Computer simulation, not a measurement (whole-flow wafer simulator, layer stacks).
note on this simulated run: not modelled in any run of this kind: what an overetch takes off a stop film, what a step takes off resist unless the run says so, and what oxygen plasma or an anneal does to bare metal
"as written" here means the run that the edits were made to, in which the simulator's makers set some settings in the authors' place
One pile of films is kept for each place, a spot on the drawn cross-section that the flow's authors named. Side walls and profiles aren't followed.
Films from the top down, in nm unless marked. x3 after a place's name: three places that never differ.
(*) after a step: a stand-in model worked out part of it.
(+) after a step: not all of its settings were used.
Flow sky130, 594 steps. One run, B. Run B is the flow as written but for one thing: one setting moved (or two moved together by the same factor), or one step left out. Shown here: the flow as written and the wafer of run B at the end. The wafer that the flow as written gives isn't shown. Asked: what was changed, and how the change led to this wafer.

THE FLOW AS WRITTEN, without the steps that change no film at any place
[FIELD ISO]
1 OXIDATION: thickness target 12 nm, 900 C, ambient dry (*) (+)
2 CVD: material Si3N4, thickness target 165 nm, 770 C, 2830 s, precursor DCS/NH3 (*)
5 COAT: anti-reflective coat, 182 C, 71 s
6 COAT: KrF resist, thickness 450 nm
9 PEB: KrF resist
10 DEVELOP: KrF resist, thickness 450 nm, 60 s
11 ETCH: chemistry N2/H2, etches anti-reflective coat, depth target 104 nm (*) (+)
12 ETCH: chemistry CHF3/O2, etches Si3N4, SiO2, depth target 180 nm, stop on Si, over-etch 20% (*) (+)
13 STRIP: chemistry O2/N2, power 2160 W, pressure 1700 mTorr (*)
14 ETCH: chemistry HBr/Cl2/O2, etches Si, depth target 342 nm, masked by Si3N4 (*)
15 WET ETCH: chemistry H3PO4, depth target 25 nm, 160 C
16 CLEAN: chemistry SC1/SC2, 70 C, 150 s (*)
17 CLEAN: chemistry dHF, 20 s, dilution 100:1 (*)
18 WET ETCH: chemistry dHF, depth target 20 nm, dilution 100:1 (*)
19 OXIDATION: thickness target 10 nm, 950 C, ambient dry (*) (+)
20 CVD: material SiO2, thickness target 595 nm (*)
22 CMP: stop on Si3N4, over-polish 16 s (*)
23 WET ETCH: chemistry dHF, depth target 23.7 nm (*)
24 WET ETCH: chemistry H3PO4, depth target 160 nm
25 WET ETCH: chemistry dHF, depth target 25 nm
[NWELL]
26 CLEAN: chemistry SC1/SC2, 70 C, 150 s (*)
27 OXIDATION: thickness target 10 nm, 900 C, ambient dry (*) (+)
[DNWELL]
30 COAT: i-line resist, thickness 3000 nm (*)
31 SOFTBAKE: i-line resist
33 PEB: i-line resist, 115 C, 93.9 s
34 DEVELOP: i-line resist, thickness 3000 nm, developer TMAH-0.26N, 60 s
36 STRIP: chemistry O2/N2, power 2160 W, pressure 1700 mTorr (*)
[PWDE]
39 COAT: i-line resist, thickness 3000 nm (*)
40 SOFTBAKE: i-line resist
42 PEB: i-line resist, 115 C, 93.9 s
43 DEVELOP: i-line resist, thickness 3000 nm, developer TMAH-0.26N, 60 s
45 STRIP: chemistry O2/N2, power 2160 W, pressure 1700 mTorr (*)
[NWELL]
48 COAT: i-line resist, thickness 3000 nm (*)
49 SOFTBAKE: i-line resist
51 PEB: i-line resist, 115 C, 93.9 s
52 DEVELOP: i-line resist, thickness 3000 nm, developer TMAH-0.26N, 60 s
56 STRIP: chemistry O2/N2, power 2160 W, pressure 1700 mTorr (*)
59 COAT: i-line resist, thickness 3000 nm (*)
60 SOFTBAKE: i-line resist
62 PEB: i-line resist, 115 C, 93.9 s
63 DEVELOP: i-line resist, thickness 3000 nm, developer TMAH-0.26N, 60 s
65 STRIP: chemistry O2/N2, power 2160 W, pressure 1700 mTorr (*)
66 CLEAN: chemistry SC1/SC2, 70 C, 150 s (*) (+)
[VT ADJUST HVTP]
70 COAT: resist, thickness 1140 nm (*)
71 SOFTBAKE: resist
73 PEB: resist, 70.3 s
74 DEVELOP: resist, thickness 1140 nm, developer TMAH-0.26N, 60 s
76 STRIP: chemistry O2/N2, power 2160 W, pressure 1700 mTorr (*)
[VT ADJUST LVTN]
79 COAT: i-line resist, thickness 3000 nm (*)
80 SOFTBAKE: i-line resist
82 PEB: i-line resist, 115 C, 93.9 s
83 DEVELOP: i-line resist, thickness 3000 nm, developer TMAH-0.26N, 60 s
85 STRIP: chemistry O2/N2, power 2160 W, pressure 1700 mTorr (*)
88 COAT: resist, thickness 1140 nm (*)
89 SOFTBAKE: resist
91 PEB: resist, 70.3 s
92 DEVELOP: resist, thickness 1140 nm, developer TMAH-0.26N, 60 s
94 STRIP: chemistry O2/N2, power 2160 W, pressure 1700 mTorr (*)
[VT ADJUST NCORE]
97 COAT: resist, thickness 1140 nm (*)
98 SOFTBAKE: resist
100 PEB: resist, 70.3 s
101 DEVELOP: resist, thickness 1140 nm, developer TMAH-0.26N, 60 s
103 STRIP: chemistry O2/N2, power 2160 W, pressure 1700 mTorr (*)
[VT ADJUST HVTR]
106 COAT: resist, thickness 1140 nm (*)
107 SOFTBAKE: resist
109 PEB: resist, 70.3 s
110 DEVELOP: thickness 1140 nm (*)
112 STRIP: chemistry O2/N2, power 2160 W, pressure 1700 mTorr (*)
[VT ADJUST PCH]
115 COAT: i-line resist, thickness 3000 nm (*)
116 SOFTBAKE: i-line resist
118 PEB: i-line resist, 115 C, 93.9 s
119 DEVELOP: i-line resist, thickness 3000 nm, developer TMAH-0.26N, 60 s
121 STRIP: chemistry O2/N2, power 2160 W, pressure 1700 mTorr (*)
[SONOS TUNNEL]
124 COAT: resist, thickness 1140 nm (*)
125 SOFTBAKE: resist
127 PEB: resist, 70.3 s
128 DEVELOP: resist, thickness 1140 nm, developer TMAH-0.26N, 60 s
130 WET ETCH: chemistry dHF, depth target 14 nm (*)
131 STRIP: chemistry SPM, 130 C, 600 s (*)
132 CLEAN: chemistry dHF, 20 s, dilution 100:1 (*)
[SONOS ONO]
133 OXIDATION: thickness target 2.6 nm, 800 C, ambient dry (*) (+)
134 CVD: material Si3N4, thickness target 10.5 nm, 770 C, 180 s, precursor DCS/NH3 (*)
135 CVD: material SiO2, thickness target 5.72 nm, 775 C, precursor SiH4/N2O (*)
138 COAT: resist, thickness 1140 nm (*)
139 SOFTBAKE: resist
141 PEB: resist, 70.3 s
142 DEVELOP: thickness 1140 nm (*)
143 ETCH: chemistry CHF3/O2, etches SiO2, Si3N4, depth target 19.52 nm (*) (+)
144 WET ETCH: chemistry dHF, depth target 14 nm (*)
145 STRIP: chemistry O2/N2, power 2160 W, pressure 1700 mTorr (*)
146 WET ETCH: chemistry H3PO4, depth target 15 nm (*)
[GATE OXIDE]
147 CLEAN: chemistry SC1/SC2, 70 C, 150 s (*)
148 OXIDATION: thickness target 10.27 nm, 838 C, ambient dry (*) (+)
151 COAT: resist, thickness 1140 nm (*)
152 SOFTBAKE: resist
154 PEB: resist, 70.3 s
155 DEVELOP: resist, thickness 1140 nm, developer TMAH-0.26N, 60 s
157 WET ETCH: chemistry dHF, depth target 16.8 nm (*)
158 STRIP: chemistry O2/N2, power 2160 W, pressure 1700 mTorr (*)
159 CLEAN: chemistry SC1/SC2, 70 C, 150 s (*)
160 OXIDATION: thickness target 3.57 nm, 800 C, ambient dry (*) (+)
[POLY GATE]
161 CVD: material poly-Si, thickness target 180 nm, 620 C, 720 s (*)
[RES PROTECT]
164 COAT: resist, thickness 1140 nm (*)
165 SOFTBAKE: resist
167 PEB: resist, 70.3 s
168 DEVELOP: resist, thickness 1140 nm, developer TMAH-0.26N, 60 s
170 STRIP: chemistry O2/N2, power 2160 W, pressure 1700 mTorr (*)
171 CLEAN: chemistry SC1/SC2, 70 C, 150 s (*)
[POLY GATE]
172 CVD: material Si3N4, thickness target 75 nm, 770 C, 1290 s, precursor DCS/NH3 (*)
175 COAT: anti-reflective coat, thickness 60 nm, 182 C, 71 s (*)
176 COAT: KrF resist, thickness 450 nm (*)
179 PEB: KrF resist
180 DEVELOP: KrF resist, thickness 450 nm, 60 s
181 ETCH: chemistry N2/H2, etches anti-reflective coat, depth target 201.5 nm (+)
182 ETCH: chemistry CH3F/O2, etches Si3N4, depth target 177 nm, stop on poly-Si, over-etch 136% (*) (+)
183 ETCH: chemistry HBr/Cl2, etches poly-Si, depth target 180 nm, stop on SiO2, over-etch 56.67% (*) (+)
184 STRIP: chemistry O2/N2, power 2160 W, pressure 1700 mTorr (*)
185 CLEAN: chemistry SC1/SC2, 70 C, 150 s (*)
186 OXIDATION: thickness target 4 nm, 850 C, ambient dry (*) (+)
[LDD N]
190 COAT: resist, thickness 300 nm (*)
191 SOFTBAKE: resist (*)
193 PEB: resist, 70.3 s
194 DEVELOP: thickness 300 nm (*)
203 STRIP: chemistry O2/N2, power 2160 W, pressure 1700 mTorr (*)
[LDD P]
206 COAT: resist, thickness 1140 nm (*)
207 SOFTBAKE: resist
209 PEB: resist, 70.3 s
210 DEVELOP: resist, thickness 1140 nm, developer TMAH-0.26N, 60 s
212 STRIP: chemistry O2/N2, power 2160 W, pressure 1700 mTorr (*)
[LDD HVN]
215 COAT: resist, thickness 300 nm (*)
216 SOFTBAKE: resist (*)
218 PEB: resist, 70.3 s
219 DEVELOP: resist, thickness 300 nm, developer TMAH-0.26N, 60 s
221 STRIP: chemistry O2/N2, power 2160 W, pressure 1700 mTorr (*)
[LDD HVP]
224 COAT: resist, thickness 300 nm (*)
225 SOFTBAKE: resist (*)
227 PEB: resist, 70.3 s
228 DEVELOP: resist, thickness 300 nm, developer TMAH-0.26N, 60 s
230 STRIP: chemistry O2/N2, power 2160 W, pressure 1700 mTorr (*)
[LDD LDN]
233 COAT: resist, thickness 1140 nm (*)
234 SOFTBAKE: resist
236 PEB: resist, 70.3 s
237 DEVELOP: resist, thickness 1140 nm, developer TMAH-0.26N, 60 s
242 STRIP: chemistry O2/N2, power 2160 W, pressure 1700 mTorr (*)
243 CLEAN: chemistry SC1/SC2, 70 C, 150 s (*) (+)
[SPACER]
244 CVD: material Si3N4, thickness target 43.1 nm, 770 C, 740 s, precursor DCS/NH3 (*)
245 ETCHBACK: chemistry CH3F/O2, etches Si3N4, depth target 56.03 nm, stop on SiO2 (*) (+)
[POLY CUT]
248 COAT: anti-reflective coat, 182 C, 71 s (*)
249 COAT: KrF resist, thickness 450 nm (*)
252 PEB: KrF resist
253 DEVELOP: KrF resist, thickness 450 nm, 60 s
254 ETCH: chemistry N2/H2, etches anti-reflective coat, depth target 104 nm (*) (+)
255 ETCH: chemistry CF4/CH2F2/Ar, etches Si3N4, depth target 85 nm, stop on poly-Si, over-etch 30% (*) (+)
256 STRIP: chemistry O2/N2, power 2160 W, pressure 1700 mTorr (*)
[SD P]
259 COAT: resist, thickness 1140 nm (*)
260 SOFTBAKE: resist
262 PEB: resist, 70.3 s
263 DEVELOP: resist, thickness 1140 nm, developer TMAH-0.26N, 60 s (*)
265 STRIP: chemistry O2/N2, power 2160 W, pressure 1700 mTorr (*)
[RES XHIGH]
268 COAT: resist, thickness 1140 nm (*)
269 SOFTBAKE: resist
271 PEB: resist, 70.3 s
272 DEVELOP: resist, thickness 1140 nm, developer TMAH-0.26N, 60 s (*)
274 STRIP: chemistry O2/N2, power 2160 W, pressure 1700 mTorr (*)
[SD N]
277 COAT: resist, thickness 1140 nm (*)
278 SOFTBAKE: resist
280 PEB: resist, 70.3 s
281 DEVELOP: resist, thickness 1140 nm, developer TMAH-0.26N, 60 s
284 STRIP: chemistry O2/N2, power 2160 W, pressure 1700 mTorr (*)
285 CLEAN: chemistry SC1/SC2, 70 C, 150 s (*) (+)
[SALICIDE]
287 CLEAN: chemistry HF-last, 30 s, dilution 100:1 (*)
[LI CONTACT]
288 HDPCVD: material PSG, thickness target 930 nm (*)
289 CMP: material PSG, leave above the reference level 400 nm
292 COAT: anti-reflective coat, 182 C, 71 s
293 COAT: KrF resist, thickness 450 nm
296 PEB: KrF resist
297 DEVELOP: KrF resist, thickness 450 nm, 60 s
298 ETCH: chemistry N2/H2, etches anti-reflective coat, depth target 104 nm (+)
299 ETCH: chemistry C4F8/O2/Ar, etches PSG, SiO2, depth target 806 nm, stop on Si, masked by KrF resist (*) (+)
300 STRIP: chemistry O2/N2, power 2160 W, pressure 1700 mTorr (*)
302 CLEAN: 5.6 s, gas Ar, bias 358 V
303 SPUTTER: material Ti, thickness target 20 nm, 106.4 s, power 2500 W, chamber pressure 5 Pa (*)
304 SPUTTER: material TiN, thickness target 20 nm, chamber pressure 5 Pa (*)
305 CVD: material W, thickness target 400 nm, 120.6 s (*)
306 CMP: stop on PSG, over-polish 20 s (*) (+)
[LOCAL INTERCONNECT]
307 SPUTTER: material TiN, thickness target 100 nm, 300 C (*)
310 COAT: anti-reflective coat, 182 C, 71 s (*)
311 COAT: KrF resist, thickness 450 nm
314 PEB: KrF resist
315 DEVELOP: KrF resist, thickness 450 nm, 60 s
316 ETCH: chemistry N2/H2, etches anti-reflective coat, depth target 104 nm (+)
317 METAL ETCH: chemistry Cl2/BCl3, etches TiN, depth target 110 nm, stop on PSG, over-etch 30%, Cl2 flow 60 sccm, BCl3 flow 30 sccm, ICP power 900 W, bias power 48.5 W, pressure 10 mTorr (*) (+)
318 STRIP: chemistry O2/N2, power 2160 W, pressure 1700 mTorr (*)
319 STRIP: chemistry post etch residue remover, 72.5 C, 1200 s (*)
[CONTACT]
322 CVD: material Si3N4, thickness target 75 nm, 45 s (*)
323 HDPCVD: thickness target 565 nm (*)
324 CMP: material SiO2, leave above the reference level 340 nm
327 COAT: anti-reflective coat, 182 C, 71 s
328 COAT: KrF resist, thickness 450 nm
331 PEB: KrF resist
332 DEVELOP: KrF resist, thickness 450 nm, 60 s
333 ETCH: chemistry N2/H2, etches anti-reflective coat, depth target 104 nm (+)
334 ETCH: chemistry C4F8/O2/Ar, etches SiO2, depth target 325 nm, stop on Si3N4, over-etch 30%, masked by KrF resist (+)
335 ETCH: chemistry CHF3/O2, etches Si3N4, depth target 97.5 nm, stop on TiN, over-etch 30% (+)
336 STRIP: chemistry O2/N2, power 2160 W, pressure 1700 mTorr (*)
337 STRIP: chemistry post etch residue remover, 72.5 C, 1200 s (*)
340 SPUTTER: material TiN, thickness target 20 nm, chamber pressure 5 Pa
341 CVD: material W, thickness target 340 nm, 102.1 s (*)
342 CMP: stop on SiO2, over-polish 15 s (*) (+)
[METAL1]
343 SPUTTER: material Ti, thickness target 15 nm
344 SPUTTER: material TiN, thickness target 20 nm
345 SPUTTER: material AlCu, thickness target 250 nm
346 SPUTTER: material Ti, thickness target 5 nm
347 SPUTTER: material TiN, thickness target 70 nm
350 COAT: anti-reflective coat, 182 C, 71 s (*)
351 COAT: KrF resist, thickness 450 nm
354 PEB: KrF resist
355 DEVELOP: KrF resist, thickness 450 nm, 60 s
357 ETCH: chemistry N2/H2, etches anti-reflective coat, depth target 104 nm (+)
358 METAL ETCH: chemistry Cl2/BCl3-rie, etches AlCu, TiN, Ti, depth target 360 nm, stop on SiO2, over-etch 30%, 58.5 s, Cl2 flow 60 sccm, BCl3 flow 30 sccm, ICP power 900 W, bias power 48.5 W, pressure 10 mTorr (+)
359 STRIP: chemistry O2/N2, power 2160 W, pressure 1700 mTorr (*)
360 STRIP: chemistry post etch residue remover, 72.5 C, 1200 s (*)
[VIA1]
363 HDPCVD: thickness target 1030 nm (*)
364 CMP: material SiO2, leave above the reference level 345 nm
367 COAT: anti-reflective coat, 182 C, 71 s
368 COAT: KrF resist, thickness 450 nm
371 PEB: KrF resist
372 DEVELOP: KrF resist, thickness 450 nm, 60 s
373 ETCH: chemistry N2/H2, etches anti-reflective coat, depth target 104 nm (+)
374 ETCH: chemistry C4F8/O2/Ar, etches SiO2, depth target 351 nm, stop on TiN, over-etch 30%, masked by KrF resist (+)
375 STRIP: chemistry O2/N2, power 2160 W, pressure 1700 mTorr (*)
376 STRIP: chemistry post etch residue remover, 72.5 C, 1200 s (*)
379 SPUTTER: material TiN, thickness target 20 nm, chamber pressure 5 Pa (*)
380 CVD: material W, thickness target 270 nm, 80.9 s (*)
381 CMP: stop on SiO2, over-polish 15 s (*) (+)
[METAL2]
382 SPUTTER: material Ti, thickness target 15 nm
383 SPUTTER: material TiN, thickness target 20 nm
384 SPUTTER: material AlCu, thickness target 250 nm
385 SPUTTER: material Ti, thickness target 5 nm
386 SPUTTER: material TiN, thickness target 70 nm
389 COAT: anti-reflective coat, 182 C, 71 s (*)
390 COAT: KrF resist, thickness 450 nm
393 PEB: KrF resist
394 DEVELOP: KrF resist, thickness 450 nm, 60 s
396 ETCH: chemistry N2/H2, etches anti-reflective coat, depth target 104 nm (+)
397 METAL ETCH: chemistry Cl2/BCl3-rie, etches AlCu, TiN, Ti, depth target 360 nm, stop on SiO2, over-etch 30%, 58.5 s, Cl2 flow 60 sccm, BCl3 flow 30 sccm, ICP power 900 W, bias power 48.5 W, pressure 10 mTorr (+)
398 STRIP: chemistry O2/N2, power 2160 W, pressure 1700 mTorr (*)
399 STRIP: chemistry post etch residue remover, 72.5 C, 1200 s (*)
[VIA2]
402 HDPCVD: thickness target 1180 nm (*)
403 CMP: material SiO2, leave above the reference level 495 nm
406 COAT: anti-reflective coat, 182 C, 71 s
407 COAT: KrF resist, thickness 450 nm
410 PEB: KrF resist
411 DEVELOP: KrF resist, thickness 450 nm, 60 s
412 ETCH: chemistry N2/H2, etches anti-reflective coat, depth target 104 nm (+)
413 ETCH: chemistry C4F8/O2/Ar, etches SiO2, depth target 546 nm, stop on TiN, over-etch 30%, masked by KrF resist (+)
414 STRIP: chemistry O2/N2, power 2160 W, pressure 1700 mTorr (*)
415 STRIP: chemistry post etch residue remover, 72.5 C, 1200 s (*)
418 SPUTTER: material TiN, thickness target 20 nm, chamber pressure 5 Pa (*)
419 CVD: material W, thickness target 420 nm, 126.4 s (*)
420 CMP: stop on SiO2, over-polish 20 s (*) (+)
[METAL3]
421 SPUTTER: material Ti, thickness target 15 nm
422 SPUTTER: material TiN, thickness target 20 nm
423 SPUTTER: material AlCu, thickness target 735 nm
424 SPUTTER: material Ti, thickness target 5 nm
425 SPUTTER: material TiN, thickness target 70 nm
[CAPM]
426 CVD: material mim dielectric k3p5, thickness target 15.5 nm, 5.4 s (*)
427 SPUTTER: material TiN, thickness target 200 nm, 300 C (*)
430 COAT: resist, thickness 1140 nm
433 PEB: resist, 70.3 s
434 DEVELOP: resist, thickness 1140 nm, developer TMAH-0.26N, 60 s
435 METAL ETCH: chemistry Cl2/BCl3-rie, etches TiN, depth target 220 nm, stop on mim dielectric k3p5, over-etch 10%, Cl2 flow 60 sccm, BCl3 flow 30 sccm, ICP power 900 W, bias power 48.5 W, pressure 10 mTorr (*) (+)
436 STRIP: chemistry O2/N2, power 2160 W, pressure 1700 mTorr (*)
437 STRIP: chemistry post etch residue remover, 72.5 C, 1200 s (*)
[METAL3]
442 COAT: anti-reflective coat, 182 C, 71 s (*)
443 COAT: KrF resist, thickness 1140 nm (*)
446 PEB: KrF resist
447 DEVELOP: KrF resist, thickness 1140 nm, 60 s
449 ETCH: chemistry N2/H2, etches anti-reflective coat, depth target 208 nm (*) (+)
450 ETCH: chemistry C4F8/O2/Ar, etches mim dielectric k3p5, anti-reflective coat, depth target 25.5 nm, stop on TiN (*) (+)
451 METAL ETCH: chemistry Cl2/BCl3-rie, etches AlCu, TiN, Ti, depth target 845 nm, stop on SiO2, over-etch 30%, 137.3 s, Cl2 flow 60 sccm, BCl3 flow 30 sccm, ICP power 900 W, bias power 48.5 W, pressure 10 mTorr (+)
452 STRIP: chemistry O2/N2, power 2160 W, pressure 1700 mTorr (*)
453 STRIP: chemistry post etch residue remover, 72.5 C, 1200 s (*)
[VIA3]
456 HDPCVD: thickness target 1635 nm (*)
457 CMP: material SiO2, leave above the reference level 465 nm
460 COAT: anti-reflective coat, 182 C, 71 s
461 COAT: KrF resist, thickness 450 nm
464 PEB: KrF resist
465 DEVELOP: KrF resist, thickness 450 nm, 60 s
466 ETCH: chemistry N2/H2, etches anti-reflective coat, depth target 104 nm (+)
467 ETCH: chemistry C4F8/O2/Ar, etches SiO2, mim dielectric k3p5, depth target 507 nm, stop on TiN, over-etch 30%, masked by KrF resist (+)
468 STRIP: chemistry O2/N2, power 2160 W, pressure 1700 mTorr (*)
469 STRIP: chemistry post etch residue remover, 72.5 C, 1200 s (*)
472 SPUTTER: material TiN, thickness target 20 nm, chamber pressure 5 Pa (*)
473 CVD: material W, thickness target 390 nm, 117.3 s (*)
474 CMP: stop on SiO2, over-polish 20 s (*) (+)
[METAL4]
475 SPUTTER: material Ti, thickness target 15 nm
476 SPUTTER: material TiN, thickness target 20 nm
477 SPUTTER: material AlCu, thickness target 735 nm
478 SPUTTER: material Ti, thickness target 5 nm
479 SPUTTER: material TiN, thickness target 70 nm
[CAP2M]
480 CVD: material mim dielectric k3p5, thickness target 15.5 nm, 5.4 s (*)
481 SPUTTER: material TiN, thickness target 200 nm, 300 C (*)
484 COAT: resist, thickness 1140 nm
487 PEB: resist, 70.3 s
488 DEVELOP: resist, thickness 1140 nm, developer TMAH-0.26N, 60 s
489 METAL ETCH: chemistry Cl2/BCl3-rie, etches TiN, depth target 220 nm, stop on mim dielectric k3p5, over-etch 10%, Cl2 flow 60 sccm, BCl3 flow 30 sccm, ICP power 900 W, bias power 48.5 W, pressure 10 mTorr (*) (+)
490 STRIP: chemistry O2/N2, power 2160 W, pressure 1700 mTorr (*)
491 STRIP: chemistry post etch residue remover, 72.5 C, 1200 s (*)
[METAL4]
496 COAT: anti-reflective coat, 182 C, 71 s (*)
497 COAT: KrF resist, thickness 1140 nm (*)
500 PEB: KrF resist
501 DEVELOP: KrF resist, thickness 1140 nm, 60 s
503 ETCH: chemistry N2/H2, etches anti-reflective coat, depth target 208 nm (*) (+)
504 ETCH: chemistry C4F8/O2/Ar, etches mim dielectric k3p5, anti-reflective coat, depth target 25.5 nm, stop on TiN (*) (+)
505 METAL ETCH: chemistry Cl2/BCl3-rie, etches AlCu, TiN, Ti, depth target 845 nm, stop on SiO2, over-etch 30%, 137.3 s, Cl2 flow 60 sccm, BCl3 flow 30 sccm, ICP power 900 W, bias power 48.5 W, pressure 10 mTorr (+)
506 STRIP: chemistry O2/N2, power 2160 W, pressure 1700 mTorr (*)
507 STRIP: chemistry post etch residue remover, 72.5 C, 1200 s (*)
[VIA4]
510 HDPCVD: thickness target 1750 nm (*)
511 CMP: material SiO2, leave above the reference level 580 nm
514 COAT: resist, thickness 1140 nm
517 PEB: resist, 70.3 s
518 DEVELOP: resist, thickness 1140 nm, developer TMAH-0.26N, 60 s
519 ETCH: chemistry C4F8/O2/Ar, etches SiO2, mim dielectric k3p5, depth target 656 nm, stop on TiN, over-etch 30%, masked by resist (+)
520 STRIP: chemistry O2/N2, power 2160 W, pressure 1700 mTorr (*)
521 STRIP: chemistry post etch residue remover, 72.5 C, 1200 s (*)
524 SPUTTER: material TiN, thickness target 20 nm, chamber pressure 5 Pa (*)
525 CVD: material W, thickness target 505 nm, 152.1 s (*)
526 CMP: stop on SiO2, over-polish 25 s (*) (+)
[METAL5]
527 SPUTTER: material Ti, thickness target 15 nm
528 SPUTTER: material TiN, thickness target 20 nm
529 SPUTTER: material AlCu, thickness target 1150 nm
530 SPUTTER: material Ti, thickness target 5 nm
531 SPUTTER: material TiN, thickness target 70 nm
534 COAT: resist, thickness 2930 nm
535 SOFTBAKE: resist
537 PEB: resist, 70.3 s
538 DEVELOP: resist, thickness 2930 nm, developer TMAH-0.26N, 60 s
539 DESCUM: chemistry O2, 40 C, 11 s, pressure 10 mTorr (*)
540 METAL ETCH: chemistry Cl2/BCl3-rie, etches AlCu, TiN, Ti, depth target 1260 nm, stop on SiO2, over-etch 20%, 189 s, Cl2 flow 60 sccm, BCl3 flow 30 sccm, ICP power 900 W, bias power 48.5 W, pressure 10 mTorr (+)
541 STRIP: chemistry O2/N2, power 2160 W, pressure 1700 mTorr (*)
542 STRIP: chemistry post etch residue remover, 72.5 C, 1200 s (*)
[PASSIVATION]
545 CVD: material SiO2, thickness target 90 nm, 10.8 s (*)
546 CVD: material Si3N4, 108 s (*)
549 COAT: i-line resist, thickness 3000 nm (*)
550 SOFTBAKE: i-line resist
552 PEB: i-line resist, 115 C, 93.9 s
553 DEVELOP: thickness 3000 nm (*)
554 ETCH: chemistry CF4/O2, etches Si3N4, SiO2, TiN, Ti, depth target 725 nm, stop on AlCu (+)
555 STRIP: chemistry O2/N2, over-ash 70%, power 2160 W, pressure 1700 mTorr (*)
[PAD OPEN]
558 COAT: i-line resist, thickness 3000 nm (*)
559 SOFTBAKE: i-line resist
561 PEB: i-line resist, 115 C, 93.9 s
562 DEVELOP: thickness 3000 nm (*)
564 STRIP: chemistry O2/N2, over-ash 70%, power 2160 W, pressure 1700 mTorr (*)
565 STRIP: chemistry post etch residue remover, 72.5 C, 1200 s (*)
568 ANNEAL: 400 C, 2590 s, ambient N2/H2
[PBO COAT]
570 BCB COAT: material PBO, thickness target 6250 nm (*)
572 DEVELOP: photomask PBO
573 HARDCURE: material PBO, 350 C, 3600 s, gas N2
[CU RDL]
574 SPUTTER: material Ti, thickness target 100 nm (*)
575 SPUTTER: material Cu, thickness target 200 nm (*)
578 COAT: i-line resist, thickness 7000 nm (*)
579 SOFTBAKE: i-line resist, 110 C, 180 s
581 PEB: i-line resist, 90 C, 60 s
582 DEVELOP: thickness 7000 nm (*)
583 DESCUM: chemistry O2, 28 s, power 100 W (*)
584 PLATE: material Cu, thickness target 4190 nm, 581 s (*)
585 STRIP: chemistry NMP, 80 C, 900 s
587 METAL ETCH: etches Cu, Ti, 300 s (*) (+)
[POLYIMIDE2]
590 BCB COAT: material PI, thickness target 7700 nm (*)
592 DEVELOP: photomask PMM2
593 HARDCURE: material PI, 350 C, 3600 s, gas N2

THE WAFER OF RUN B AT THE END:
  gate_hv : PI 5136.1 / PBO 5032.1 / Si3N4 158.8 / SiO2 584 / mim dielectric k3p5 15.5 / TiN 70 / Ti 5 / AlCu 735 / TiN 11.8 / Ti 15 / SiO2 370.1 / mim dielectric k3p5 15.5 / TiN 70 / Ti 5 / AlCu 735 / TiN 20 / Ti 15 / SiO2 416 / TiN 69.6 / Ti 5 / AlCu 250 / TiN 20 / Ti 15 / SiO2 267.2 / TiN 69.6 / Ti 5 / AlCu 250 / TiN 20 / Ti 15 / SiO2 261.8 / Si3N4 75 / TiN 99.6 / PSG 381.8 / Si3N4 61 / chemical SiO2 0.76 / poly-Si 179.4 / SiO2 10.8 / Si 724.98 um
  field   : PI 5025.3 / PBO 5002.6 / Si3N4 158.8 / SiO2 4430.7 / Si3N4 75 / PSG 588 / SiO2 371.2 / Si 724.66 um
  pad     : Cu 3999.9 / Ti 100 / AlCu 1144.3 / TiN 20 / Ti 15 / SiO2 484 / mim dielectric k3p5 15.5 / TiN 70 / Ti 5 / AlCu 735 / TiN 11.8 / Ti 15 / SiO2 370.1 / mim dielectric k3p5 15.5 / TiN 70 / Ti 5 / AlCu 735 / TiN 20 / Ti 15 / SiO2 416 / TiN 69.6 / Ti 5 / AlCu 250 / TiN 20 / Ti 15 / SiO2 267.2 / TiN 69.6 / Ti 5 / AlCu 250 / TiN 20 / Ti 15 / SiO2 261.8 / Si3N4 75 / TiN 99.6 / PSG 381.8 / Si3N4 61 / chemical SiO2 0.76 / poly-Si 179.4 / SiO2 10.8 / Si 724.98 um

The cause: step 476, SPUTTER: thickness target 11.8 nm was run, where the flow has thickness target 20 nm.
It can be read off the wafer: gate_hv has TiN 11.8, and step 476 as written asks for 20 nm.

How the change led to this, step by step:
  476 SPUTTER: material TiN, thickness target 20 nm
      field, active, n_well and 189 more: TiN +11.8 (new film) (as written it would be: TiN +20 (new film))
  505 METAL ETCH: chemistry Cl2/BCl3-rie, etches AlCu, TiN, Ti, depth target 845 nm, stop on SiO2, over-etch 30%, 137.3 s, Cl2 flow 60 sccm, BCl3 flow 30 sccm, ICP power 900 W, bias power 48.5 W, pressure 10 mTorr (+)
      field, gate, spacer and 68 more: TiN -70 (all of it), Ti -5 (all of it), AlCu -735 (all of it), TiN -11.8 (all of it), Ti -15 (all of it), SiO2 -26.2 (as written it would be: TiN -70 (all of it), Ti -5 (all of it), AlCu -735 (all of it), TiN -20 (all of it), Ti -15 (all of it), SiO2 -25.4)
      active, vpp_iso1, mim_edge_plate and 14 more: TiN -70 (all of it), Ti -5 (all of it), AlCu -735 (all of it), TiN -11.8 (all of it), Ti -15 (all of it), SiO2 -26.2 (as written it would be: TiN -70 (all of it), Ti -5 (all of it), AlCu -735 (all of it), TiN -20 (all of it), Ti -15 (all of it), SiO2 -25.3)
